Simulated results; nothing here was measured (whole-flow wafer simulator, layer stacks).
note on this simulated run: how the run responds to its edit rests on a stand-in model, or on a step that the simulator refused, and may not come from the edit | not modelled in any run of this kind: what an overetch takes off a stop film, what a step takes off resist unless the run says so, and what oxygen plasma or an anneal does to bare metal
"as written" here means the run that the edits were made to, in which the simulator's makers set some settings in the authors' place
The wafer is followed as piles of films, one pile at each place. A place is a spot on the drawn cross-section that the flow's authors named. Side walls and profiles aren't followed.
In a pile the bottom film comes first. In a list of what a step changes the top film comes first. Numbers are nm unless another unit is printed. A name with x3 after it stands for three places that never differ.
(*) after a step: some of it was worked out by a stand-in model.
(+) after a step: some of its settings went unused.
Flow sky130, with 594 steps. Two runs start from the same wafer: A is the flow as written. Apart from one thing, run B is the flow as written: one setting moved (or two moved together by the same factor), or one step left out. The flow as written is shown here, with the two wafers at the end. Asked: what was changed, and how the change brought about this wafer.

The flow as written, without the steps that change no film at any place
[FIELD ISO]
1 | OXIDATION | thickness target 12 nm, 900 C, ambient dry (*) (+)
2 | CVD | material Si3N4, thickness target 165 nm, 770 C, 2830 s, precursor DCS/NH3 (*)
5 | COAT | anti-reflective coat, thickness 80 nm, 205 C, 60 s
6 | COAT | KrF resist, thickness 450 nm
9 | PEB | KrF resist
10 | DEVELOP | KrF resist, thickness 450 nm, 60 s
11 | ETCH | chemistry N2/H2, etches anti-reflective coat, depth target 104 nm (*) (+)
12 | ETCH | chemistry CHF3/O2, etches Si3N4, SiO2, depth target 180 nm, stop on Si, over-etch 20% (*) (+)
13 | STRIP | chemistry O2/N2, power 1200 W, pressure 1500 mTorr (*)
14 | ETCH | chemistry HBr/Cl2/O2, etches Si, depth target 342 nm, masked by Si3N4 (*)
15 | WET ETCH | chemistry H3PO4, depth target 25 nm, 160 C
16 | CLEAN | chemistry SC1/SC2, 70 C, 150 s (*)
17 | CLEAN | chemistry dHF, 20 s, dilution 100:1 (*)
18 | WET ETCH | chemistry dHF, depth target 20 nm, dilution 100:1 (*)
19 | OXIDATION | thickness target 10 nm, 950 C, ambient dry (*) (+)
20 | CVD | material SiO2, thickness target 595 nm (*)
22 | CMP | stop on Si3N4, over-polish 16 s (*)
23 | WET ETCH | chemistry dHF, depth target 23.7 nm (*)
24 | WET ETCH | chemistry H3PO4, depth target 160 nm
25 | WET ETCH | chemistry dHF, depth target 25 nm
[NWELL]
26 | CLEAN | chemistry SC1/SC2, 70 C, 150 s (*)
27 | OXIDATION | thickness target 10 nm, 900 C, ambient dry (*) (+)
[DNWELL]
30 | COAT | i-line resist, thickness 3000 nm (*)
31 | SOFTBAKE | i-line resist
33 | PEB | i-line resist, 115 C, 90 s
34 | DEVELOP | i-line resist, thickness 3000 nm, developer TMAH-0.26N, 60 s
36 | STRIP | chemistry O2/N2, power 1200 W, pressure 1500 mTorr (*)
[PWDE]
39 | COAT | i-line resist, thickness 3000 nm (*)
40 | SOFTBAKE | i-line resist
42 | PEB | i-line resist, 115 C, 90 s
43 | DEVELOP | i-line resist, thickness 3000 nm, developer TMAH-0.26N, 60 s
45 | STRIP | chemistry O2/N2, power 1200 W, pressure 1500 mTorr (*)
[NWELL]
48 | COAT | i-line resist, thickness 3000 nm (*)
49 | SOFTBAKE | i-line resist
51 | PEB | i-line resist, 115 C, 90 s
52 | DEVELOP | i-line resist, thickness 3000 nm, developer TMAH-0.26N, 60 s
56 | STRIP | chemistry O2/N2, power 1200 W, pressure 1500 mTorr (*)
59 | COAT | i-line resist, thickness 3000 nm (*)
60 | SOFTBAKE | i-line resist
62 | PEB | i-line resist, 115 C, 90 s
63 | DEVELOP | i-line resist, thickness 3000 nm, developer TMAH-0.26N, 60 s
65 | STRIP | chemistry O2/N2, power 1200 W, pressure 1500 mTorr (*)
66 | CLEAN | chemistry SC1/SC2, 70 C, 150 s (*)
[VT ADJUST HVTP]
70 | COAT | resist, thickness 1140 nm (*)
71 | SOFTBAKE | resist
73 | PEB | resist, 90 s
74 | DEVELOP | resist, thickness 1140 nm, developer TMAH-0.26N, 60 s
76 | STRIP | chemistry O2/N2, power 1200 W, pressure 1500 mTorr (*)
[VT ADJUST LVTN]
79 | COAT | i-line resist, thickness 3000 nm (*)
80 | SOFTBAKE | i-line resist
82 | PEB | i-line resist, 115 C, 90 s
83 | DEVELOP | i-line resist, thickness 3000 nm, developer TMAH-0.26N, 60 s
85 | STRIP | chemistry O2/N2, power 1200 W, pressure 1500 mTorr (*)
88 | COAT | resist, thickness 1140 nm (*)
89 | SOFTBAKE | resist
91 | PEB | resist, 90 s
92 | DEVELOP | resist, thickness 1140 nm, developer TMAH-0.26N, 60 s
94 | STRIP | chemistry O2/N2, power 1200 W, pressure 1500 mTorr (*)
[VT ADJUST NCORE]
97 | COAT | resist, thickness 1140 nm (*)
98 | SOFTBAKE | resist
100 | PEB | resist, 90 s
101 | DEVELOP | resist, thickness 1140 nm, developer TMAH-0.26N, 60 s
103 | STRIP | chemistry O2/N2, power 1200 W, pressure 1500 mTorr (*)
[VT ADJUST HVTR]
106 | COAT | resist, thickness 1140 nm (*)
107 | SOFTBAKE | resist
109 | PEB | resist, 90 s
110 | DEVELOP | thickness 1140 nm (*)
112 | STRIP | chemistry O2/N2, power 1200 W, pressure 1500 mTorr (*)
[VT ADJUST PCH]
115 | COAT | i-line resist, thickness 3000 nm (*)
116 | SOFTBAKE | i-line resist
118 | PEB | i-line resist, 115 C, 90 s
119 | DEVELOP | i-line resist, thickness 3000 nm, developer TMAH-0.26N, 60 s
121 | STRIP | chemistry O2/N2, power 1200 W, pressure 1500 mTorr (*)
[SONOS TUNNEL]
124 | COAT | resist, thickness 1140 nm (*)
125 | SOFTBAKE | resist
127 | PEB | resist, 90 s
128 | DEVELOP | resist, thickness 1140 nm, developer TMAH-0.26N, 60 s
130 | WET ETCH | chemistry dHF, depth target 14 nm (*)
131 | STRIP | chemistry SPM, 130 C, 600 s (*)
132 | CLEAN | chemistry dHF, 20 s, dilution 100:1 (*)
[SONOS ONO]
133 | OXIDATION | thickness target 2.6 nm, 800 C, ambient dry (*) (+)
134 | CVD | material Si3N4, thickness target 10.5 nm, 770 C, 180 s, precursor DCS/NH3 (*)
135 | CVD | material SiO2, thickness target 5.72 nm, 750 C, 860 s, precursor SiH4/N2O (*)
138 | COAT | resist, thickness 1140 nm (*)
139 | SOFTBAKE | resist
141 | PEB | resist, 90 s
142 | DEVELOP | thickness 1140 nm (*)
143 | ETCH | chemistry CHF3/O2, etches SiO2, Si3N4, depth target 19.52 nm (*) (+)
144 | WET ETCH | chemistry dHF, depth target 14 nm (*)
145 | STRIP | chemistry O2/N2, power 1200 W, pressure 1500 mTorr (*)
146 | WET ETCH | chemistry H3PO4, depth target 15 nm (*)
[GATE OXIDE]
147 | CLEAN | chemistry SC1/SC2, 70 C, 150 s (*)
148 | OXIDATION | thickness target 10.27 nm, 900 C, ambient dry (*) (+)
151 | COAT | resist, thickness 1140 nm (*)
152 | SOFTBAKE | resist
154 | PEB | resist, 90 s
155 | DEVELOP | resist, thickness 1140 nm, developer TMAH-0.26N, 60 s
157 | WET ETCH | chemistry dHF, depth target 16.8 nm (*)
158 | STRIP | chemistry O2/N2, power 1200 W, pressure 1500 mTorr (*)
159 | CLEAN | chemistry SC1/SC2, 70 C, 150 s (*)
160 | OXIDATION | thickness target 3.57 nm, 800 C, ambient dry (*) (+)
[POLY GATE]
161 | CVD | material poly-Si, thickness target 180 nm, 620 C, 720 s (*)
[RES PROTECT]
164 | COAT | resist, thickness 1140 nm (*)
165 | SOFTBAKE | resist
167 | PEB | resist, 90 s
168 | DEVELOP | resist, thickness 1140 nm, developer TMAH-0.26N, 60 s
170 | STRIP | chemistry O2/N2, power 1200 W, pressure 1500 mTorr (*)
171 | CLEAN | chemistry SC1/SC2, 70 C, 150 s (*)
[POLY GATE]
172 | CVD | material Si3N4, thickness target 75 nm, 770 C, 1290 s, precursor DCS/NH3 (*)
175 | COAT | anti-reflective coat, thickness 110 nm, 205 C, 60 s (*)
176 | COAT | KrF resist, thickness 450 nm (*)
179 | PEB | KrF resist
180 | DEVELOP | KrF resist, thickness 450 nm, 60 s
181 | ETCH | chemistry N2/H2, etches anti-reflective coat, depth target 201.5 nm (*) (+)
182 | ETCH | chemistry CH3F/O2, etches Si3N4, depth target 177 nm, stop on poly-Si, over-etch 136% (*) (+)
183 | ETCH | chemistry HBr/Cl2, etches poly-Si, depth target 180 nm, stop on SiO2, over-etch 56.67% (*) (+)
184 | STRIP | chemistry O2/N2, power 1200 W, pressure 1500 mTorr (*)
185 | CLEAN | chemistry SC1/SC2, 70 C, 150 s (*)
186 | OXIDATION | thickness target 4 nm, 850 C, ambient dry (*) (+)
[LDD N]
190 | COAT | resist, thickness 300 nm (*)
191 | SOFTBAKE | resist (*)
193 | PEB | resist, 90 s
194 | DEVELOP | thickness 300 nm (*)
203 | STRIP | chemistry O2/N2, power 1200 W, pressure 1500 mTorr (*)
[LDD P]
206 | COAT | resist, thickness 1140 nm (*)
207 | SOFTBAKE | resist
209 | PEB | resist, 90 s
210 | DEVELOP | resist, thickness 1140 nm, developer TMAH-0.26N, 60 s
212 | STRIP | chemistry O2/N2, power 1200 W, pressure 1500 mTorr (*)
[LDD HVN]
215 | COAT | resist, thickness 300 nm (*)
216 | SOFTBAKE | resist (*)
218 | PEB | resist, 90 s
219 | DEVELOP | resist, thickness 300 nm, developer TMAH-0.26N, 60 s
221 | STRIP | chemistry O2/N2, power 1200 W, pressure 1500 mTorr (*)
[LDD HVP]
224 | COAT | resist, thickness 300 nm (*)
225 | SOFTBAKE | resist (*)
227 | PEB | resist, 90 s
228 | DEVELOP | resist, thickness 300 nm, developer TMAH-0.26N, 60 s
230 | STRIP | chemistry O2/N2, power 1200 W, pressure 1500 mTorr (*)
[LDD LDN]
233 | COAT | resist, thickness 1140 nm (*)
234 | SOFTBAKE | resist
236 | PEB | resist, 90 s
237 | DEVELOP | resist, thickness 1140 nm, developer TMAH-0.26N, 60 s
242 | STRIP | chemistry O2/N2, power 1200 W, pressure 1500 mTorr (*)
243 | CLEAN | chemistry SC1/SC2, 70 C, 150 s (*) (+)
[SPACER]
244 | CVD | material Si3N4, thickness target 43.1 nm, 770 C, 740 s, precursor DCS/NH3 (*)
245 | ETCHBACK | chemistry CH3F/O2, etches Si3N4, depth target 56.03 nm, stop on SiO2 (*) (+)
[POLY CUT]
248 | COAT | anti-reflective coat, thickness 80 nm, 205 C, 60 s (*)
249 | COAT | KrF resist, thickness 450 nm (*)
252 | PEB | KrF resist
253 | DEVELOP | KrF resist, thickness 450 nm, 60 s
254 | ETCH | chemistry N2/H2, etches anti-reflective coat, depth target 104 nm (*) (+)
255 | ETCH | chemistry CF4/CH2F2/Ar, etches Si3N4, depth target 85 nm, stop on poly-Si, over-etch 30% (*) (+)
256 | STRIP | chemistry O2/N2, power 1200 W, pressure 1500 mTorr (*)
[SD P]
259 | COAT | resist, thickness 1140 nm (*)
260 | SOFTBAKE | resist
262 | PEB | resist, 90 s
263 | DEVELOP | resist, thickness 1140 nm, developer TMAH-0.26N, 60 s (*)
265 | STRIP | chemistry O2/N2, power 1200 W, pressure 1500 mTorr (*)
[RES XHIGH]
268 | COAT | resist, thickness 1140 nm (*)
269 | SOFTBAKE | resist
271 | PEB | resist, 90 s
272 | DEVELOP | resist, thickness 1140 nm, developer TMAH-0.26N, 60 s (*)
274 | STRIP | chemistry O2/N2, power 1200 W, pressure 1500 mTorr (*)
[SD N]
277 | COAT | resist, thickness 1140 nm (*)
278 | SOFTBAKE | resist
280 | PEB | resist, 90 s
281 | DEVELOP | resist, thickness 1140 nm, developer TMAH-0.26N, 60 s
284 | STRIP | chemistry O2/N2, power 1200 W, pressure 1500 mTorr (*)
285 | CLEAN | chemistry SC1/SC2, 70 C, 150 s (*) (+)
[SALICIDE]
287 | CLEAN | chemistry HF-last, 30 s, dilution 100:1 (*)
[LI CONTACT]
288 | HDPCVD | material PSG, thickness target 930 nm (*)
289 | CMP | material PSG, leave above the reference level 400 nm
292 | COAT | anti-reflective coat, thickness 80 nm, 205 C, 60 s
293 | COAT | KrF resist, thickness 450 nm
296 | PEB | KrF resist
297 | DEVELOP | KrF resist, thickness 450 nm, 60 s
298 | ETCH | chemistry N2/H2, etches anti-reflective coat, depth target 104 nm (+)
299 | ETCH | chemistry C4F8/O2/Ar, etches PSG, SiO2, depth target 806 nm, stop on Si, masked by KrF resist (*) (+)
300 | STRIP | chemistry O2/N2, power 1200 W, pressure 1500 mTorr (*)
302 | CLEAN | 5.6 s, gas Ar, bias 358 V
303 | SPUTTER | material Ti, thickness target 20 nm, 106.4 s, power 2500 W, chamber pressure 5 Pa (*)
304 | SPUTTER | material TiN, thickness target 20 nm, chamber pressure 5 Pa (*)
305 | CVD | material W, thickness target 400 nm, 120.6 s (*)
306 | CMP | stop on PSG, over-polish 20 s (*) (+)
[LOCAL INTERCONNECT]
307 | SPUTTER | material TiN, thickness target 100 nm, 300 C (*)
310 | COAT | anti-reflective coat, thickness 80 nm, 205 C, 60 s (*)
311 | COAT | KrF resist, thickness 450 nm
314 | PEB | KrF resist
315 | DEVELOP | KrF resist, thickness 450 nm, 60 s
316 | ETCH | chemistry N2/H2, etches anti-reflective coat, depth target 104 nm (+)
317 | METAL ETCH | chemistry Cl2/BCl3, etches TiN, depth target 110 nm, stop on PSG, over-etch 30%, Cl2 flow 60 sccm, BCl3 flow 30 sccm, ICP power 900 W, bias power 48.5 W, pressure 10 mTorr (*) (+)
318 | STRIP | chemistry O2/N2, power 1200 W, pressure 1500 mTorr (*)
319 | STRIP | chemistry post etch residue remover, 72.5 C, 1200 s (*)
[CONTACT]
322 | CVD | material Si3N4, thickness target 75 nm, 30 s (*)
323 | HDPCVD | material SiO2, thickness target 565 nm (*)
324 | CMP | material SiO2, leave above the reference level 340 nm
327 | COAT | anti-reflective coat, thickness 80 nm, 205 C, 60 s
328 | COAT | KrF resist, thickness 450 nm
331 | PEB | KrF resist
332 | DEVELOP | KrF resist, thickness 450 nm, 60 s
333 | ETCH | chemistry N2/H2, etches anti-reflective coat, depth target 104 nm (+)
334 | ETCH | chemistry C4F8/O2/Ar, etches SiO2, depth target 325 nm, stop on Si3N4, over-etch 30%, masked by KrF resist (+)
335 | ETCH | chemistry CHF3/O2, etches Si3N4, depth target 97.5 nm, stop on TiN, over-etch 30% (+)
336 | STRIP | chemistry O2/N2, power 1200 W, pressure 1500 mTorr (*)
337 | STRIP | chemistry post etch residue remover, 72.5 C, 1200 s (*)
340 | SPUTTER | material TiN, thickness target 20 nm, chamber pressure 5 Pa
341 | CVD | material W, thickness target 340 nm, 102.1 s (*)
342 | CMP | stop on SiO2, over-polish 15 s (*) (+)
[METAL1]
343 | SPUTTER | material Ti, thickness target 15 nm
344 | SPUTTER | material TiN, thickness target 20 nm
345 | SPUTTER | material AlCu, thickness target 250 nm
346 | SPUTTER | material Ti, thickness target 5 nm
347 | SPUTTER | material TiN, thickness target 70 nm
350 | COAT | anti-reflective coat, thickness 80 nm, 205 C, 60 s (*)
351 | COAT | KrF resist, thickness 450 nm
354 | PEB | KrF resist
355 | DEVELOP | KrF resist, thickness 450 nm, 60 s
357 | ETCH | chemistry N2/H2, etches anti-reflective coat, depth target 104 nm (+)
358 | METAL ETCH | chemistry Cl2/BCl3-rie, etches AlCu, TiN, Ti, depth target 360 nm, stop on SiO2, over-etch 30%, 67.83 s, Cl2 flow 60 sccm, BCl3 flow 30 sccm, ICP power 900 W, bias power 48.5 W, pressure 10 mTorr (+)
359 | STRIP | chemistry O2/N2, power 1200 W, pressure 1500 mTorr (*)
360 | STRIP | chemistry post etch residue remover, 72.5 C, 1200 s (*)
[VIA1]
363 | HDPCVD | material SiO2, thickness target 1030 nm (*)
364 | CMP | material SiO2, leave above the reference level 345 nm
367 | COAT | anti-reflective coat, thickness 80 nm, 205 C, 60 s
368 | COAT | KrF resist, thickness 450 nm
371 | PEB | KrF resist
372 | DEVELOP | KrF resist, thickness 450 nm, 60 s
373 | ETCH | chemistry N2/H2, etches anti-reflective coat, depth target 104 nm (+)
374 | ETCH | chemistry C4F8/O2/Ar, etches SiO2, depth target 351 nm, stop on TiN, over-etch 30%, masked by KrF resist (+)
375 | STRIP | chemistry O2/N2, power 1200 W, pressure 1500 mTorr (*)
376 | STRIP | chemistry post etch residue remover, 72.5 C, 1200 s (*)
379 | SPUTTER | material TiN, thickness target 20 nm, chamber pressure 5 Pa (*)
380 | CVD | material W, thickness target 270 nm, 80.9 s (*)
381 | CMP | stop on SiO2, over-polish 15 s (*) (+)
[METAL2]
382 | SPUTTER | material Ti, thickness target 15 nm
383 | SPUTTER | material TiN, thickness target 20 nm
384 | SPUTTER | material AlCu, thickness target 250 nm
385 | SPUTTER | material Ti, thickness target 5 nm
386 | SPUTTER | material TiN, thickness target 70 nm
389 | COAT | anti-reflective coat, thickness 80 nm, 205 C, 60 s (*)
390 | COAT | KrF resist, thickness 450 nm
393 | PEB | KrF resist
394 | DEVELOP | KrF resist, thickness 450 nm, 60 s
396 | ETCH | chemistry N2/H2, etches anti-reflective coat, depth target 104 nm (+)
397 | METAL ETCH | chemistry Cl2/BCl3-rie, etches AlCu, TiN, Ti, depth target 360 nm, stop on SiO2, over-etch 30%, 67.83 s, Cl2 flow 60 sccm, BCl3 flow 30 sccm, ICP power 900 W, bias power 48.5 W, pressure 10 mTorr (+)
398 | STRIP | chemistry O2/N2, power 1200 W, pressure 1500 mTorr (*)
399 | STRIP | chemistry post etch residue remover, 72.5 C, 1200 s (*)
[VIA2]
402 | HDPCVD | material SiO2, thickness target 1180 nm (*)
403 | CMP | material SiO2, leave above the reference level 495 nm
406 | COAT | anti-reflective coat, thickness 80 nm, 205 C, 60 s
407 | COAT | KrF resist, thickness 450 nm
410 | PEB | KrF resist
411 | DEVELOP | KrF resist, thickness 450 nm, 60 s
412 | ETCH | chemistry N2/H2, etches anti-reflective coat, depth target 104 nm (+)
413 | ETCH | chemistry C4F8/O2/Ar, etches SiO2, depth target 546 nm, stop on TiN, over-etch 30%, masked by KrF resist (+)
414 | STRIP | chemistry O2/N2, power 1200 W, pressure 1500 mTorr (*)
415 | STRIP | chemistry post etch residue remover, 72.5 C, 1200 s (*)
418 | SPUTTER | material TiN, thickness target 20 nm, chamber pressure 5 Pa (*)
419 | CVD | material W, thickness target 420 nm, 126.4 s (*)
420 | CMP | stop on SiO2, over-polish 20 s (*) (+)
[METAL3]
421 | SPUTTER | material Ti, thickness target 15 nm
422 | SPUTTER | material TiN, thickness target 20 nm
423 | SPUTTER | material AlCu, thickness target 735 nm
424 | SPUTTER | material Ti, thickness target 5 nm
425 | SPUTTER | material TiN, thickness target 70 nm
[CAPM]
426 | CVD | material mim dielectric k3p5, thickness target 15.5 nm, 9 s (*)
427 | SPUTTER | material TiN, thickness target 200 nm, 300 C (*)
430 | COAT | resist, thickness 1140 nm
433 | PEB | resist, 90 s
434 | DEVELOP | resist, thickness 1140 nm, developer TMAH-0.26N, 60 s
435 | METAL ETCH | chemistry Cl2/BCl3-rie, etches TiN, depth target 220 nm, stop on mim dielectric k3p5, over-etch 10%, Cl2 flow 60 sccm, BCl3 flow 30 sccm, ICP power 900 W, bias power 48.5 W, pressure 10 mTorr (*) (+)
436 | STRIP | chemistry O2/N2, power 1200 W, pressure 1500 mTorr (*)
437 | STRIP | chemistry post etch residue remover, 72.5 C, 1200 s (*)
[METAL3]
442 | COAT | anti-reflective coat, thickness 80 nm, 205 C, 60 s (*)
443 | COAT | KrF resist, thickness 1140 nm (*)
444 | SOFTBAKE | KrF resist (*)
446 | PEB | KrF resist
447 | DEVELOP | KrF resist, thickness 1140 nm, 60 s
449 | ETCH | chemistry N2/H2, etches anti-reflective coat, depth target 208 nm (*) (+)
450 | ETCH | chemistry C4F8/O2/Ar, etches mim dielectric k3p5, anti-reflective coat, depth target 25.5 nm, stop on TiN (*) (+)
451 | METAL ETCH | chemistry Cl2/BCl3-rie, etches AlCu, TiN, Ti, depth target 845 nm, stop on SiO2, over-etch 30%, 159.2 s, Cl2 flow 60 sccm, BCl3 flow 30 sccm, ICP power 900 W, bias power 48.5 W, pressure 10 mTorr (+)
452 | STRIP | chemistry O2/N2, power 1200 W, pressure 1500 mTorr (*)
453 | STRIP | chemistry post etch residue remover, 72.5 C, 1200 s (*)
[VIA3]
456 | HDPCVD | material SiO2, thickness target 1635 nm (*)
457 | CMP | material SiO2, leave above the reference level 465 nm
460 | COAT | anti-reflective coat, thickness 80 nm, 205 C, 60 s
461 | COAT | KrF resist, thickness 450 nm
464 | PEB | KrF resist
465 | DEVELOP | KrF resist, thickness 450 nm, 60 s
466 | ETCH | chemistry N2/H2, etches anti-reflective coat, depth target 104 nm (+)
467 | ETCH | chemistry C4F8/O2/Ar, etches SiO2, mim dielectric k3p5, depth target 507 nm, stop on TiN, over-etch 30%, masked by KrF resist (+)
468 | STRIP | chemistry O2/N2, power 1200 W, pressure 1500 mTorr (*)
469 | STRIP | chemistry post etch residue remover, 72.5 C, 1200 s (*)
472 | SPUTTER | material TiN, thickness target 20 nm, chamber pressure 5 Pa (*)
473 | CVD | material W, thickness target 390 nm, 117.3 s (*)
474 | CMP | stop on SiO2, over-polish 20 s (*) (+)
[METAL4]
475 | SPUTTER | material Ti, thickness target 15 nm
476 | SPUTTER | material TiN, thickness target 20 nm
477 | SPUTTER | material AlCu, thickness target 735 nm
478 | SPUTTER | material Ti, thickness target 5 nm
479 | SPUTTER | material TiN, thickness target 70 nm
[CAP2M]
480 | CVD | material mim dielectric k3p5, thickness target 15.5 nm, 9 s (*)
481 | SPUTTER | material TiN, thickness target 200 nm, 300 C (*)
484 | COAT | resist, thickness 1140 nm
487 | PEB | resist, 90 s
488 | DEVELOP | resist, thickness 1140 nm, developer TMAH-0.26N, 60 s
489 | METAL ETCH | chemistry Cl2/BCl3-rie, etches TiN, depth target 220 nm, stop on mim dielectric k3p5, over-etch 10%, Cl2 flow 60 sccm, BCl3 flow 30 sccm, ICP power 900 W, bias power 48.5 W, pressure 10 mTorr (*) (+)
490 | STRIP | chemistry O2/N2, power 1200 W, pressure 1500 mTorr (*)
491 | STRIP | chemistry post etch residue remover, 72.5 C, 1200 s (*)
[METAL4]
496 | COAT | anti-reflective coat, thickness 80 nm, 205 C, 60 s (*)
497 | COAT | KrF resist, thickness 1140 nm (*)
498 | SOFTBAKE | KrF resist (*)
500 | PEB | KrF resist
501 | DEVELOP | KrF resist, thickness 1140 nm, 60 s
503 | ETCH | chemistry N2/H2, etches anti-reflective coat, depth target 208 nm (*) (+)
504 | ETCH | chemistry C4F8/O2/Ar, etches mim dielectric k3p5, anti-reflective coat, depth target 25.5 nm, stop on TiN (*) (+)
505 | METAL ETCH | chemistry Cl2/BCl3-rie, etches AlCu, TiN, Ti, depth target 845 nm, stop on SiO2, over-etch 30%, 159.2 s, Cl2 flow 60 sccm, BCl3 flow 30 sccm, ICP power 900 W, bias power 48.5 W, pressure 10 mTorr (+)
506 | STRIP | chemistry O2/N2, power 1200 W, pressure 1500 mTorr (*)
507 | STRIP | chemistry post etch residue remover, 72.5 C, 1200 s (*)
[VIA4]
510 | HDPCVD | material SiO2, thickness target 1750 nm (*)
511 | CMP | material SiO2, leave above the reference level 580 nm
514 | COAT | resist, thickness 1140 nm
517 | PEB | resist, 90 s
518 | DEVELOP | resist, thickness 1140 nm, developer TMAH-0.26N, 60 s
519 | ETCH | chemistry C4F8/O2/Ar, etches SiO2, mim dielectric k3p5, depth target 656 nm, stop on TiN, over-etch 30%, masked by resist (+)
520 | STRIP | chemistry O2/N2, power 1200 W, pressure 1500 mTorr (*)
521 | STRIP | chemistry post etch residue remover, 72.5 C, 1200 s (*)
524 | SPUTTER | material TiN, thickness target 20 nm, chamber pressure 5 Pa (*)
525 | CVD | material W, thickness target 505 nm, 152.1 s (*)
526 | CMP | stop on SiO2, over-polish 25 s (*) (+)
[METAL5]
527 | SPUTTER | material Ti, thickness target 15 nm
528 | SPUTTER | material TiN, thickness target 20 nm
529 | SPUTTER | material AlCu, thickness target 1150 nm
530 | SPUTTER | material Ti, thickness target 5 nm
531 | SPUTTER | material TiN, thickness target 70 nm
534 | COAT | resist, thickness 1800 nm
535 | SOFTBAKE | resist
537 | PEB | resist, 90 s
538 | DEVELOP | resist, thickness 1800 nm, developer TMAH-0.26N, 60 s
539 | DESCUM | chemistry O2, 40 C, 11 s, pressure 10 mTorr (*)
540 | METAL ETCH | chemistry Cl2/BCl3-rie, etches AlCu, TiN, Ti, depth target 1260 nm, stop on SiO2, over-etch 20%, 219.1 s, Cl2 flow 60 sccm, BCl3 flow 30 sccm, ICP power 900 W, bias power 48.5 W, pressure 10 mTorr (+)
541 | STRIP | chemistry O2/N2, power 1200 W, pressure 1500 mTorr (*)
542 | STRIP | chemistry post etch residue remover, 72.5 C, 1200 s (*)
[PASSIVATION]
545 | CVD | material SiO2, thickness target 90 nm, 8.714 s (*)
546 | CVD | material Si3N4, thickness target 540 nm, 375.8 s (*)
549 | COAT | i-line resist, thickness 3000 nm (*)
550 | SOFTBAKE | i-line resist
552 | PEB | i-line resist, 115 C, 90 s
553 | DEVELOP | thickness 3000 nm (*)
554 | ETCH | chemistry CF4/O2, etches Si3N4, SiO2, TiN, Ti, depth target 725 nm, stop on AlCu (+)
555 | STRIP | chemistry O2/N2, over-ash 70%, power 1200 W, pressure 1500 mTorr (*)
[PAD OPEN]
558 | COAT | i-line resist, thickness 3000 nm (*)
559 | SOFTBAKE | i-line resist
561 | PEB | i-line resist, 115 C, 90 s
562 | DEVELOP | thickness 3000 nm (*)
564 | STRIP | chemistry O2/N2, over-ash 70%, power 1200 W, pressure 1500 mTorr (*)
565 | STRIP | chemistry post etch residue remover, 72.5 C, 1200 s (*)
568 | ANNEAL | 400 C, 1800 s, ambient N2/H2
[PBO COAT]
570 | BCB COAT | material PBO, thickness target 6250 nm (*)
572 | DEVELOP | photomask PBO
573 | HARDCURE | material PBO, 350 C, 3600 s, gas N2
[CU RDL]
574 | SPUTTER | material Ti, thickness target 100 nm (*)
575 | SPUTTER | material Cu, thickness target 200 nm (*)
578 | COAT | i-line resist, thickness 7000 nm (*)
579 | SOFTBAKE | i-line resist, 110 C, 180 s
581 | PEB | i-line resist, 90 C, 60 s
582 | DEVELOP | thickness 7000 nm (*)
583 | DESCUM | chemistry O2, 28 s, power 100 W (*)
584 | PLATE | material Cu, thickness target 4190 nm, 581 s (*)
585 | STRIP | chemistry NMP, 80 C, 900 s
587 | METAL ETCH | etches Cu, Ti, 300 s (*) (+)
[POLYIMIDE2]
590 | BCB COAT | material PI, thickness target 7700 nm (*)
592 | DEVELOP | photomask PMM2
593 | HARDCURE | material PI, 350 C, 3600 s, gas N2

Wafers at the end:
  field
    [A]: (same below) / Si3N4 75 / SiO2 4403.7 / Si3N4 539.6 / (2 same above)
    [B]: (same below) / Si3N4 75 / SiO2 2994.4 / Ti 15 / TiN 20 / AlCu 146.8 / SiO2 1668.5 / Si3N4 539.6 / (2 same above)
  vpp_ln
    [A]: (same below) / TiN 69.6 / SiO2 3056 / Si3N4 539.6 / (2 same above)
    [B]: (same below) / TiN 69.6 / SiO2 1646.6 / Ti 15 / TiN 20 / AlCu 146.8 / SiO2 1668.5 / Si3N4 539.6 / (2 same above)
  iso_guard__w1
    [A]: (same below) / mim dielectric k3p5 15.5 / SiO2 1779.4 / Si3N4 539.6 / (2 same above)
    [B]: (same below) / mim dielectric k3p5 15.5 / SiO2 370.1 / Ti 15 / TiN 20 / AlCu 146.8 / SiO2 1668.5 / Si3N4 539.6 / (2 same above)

The reason: step 477, SPUTTER: thickness target 1176 nm was run, though the flow has thickness target 735 nm.

The path from the change to this, step by step:
  477 | SPUTTER | material AlCu, thickness target 735 nm
      field, active, n_well and 189 more: A +735 AlCu (new film) | B +1176 AlCu (new film)
  505 | METAL ETCH | chemistry Cl2/BCl3-rie, etches AlCu, TiN, Ti, depth target 845 nm, stop on SiO2, over-etch 30%, 159.2 s, Cl2 flow 60 sccm, BCl3 flow 30 sccm, ICP power 900 W, bias power 48.5 W, pressure 10 mTorr (+)
      field, active, gate and 70 more: A -70 TiN (all of it), -5 Ti (all of it), -735 AlCu (all of it), -20 TiN (all of it), -15 Ti (all of it), -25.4 SiO2 | B -70 TiN (all of it), -5 Ti (all of it), -1023.5 AlCu
      vpp_iso1, mim_edge_plate, m1_ln and 12 more: A -70 TiN (all of it), -5 Ti (all of it), -735 AlCu (all of it), -20 TiN (all of it), -15 Ti (all of it), -25.3 SiO2 | B -70 TiN (all of it), -5 Ti (all of it), -1023.5 AlCu
  507 | STRIP | chemistry post etch residue remover, 72.5 C, 1200 s (*)
      field, active, gate and 85 more: A nothing | B -5.72 AlCu
  510 | HDPCVD | material SiO2, thickness target 1750 nm (*)
      field, active, gate and 85 more: A +1750 SiO2 | B +1750 SiO2 (new film)
  511 | CMP | material SiO2, leave above the reference level 580 nm
      field, active, gate and 76 more: A -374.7 SiO2 | B -140.8 SiO2
      iso_guard__w1, mim_edge_gap, vpp_l1ln and 6 more: A -374.6 SiO2 | B -140.8 SiO2
Taking metal films that touch as one body, field has 1 body; the flow as written gives 0 bodies.
Taking metal films that touch as one body, vpp_ln has 3 bodies (between them, from the top down: SiO2 1646.6; SiO2 267.2); the flow as written gives 2 bodies (between them, from the top down: SiO2 267.2).
Taking metal films that touch as one body, iso_guard__w1 has 2 bodies (between them, from the top down: SiO2 370.1 / mim dielectric k3p5 15.5); the flow as written gives 1 body.
